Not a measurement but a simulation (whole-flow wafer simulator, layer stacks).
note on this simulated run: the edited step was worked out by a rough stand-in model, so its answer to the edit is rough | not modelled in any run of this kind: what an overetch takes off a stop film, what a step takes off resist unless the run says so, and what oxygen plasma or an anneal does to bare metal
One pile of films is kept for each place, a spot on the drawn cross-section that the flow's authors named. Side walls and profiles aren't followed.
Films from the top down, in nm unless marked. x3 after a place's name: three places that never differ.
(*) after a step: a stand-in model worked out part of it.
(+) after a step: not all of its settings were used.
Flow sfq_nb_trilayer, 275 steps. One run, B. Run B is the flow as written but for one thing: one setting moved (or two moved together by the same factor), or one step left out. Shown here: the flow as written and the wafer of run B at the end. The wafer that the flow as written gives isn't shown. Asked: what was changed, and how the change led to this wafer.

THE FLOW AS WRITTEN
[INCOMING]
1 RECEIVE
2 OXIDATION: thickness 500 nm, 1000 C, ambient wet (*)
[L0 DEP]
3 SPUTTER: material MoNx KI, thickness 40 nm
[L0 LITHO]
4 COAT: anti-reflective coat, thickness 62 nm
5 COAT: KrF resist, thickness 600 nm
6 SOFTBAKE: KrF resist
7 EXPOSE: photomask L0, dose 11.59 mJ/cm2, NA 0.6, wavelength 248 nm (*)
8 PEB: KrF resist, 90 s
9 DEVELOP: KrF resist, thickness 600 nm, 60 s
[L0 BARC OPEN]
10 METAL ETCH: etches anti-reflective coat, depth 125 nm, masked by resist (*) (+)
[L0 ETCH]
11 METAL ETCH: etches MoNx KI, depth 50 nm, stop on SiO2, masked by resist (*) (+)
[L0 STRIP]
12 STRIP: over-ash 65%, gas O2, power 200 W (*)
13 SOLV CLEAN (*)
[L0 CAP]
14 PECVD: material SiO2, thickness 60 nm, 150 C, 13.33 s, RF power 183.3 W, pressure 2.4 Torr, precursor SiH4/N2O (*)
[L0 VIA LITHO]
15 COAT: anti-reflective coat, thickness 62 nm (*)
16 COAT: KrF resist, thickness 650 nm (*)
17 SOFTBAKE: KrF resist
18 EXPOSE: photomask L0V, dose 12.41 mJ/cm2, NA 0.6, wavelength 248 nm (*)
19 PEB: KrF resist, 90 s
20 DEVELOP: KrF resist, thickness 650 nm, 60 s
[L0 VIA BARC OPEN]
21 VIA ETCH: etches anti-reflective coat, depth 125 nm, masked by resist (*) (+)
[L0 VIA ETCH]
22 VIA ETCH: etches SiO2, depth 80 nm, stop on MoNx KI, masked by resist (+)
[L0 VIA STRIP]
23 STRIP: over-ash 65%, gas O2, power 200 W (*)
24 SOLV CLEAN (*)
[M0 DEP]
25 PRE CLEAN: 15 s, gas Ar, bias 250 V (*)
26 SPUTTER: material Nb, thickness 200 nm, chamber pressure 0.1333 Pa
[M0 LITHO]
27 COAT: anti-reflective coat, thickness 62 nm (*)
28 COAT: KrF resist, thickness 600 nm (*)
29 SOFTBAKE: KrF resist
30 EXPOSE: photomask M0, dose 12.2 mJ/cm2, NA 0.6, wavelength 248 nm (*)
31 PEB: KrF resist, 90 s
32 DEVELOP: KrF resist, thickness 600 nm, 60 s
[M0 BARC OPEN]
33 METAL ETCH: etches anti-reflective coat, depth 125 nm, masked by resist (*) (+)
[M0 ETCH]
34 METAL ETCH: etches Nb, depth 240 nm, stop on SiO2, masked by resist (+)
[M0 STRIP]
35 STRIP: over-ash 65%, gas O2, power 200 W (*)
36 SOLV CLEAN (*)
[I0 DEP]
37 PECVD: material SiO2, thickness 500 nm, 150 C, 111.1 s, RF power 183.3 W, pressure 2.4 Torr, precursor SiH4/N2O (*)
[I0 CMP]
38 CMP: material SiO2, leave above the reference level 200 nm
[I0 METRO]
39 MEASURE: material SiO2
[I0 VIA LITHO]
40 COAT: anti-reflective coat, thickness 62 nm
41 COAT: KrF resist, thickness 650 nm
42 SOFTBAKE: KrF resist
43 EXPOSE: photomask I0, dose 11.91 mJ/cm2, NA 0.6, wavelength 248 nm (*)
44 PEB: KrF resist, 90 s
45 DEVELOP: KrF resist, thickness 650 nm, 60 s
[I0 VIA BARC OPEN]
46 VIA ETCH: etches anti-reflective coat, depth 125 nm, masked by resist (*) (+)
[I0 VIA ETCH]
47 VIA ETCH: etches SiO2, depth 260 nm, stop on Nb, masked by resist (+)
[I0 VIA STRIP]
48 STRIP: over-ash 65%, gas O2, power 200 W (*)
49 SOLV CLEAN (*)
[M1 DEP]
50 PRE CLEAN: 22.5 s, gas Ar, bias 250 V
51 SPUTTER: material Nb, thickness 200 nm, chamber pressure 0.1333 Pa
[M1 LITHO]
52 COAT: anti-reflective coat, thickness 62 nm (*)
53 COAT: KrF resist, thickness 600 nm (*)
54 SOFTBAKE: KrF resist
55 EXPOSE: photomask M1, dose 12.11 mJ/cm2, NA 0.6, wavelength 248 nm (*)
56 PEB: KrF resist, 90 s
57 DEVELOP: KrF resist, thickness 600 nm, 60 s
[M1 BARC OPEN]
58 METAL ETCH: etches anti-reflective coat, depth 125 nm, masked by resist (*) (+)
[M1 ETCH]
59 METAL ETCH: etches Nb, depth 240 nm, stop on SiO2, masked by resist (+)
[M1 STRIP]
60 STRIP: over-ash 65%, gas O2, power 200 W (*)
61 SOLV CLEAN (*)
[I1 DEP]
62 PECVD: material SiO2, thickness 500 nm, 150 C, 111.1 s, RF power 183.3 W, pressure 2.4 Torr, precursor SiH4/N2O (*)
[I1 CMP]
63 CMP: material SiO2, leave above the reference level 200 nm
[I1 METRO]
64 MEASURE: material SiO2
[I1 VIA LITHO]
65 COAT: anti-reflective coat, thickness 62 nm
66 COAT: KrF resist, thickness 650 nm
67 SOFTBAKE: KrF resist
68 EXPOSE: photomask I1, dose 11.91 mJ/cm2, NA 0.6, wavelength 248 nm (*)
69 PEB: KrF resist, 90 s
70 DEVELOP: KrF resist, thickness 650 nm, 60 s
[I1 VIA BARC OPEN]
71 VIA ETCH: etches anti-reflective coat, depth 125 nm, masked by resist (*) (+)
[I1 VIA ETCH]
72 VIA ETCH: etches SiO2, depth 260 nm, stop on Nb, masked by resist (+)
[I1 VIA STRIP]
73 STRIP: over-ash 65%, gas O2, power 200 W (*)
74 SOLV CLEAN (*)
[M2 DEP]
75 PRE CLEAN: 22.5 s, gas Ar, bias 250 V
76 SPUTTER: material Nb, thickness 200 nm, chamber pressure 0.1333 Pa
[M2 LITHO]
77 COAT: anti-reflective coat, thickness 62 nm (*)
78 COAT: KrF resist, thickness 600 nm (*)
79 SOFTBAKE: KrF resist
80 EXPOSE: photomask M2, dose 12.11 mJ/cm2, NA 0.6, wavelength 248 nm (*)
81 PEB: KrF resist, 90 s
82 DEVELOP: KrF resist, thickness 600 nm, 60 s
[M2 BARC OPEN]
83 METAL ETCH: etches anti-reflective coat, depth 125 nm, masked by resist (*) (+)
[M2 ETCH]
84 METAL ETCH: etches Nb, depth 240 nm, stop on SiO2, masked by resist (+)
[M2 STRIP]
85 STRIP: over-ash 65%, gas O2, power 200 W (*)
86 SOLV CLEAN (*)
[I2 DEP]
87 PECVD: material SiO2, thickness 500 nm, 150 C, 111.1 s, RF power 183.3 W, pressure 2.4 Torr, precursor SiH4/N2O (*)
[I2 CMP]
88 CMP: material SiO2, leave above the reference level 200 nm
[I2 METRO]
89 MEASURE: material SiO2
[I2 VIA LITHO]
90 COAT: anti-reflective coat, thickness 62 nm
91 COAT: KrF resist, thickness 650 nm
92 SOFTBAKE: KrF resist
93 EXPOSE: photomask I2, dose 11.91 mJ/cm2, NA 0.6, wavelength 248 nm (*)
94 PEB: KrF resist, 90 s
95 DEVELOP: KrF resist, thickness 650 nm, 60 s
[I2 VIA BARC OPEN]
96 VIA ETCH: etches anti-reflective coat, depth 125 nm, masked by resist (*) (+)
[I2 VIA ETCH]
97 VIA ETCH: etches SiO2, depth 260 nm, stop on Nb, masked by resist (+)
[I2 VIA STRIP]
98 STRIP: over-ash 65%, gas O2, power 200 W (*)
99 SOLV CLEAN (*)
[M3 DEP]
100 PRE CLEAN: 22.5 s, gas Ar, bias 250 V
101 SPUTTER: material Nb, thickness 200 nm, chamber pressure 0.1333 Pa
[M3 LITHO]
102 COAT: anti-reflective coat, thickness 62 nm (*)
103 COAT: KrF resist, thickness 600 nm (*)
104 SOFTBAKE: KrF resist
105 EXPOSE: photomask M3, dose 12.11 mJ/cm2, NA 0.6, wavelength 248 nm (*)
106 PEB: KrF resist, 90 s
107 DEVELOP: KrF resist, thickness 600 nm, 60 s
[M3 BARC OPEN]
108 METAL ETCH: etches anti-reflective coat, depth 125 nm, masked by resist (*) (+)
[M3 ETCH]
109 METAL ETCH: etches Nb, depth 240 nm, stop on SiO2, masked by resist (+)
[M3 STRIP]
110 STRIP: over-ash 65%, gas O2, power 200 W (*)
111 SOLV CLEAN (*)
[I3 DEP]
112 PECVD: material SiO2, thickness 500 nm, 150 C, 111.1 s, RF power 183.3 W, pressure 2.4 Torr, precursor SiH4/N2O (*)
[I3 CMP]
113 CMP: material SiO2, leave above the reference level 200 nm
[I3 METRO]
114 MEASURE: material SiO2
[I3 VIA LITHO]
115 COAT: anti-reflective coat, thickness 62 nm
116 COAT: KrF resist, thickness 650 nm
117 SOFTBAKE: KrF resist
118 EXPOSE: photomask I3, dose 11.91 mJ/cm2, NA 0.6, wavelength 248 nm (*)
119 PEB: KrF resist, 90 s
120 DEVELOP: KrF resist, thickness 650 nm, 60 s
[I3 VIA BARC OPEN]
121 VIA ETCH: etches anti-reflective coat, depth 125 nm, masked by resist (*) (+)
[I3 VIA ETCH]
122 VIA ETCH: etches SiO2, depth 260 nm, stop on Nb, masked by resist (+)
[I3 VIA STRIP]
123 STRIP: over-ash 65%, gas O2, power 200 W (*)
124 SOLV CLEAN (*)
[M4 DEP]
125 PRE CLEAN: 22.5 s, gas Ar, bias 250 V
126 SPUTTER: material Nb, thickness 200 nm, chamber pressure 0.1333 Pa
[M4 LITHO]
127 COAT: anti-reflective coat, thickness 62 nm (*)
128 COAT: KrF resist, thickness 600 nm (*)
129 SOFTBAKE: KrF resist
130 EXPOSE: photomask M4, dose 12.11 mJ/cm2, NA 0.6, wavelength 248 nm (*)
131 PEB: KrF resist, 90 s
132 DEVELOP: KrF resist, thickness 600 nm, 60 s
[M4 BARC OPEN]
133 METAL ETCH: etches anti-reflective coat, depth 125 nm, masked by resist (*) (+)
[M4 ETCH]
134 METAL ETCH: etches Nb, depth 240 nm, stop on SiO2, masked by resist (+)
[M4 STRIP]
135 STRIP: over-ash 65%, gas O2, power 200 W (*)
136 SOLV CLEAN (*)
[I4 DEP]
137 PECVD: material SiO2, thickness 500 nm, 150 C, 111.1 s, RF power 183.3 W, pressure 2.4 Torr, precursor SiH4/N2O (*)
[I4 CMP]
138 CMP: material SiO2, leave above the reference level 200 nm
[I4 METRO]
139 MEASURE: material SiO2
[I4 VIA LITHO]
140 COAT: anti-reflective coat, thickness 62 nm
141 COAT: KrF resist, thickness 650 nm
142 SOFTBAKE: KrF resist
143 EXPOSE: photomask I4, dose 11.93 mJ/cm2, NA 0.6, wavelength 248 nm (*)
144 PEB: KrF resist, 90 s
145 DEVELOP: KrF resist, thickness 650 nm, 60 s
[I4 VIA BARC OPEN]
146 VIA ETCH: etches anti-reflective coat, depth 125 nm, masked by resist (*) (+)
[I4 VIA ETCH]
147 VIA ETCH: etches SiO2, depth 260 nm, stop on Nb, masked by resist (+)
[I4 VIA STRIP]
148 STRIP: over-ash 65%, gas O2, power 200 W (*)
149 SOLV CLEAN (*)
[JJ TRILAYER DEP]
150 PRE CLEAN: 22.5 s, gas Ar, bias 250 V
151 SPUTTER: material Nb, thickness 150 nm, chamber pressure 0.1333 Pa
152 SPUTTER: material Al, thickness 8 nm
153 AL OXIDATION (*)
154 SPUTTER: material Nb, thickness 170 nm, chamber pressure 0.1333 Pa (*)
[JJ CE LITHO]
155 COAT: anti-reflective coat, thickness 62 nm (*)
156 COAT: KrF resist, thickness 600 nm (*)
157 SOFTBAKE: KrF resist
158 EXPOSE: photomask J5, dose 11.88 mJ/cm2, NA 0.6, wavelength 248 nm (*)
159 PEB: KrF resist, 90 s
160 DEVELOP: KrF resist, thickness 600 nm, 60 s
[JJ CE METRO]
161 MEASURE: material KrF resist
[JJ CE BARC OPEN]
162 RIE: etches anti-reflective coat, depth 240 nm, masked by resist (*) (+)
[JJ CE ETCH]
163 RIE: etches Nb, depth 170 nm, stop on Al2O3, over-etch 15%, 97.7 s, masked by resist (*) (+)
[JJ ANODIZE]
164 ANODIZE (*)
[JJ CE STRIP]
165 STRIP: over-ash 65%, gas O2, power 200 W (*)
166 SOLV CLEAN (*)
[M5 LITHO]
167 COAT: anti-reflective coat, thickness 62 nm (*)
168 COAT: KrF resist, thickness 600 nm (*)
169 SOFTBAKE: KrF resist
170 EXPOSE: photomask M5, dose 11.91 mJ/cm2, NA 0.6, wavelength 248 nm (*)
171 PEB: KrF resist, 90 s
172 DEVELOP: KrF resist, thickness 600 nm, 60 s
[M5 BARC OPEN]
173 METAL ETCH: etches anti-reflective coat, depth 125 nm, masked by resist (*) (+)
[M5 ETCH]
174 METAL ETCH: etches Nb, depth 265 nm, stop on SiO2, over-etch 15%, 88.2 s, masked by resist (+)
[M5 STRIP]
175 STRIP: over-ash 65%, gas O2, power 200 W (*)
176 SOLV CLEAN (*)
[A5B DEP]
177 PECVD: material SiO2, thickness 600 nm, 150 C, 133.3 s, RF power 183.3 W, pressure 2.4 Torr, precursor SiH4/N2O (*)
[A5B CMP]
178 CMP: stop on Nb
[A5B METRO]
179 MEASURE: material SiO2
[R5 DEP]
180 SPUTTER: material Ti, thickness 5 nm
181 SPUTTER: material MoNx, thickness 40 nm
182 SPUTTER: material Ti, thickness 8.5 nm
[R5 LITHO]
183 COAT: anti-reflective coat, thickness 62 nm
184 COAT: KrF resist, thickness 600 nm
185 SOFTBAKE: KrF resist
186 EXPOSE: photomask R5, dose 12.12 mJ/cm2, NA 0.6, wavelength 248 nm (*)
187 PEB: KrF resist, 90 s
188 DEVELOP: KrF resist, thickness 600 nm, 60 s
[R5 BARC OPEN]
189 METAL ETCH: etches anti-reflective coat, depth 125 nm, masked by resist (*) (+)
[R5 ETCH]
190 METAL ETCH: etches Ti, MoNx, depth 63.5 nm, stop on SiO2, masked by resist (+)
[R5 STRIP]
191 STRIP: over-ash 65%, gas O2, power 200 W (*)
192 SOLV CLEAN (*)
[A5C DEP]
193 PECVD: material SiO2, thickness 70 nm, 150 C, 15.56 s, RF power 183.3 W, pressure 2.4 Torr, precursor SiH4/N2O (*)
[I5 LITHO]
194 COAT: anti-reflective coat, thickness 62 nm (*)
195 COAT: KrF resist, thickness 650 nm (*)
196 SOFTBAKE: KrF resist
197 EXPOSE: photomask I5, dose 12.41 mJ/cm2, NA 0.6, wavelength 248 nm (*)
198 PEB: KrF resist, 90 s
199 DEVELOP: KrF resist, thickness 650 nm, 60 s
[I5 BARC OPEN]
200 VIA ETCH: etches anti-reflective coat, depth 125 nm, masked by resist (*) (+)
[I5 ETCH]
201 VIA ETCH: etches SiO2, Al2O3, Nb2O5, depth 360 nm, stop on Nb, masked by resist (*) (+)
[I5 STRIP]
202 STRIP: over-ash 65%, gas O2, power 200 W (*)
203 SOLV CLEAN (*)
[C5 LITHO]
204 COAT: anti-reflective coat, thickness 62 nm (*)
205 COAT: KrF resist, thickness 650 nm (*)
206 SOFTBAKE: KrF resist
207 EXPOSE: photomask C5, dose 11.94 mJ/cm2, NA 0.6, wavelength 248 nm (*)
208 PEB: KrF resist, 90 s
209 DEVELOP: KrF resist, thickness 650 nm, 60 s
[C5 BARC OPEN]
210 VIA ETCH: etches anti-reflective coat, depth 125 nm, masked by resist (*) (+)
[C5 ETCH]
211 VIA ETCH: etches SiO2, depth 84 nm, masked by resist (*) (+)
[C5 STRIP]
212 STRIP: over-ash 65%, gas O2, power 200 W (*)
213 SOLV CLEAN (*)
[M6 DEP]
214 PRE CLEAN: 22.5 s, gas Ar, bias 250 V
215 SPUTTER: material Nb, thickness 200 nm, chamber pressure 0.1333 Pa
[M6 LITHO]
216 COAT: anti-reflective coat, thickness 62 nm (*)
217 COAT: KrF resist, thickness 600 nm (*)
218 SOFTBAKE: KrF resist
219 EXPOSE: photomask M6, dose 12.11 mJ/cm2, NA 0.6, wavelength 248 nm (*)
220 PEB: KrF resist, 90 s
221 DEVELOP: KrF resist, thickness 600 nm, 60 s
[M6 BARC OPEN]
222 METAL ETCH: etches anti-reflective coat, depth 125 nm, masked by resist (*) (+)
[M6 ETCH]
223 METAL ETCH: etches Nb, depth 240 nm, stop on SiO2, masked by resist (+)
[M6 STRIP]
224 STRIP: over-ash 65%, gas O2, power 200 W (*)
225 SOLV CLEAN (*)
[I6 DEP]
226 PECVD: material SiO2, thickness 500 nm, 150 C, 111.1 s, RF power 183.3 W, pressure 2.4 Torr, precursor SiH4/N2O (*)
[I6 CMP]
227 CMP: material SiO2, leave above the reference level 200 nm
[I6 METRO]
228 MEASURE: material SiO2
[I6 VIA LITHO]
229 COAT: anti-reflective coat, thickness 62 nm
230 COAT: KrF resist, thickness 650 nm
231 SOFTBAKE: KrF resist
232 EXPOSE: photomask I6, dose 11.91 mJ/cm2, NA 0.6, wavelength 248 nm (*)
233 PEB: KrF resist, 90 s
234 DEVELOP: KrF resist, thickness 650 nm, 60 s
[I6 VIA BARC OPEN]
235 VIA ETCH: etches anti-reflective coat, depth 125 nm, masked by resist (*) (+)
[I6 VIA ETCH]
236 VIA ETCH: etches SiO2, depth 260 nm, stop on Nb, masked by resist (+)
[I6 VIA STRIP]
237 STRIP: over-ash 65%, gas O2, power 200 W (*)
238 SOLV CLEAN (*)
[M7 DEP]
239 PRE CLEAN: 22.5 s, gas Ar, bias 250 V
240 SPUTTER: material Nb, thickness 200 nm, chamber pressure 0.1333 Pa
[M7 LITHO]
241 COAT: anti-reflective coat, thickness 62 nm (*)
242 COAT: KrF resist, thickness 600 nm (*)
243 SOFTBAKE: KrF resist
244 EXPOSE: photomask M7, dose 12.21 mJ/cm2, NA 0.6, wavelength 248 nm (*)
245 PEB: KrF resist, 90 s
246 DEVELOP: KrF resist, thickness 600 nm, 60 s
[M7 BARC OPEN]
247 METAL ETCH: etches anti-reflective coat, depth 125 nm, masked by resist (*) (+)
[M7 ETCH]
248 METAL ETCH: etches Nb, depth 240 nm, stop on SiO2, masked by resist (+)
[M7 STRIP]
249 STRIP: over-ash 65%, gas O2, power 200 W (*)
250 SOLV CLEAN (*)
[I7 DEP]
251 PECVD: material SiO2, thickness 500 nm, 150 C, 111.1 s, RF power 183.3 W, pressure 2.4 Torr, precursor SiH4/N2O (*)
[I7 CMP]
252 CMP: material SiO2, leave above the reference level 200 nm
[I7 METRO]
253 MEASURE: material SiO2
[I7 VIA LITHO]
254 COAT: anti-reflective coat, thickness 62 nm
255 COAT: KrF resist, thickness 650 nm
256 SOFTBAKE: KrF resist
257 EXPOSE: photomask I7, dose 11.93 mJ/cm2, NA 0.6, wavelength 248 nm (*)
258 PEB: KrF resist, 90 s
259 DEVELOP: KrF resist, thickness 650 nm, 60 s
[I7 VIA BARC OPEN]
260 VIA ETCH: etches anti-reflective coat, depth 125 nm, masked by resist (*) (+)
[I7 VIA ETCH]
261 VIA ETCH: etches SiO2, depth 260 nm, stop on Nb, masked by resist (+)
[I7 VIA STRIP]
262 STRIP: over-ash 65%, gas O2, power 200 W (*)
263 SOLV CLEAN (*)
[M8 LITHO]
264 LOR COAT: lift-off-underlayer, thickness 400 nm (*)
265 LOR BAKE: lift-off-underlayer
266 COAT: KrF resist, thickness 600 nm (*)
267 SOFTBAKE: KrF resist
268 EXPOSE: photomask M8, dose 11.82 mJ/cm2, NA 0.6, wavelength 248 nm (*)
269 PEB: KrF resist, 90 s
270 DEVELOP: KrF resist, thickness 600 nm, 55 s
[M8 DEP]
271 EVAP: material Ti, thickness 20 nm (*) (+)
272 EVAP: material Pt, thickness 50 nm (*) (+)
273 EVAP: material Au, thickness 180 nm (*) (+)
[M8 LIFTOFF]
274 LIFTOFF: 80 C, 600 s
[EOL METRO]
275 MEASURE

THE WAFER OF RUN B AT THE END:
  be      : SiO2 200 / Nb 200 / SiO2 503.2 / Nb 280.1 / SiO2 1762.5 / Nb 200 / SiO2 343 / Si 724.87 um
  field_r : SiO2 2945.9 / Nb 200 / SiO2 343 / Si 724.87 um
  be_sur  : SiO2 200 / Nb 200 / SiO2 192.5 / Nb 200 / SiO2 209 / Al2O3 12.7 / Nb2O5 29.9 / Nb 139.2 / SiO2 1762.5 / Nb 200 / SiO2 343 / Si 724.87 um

The cause: step 2, OXIDATION: thickness 288 nm was run, where the flow has thickness 500 nm.

How the change led to this, step by step:
  2 OXIDATION: thickness 500 nm, 1000 C, ambient wet (*)
      field_l, v_sur, via_wl and 103 more: SiO2 +288 (new film), chemical SiO2 -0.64 (all of it), Si -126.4 (as written it would be: SiO2 +500 (new film), chemical SiO2 -0.64 (all of it), Si -219.7)
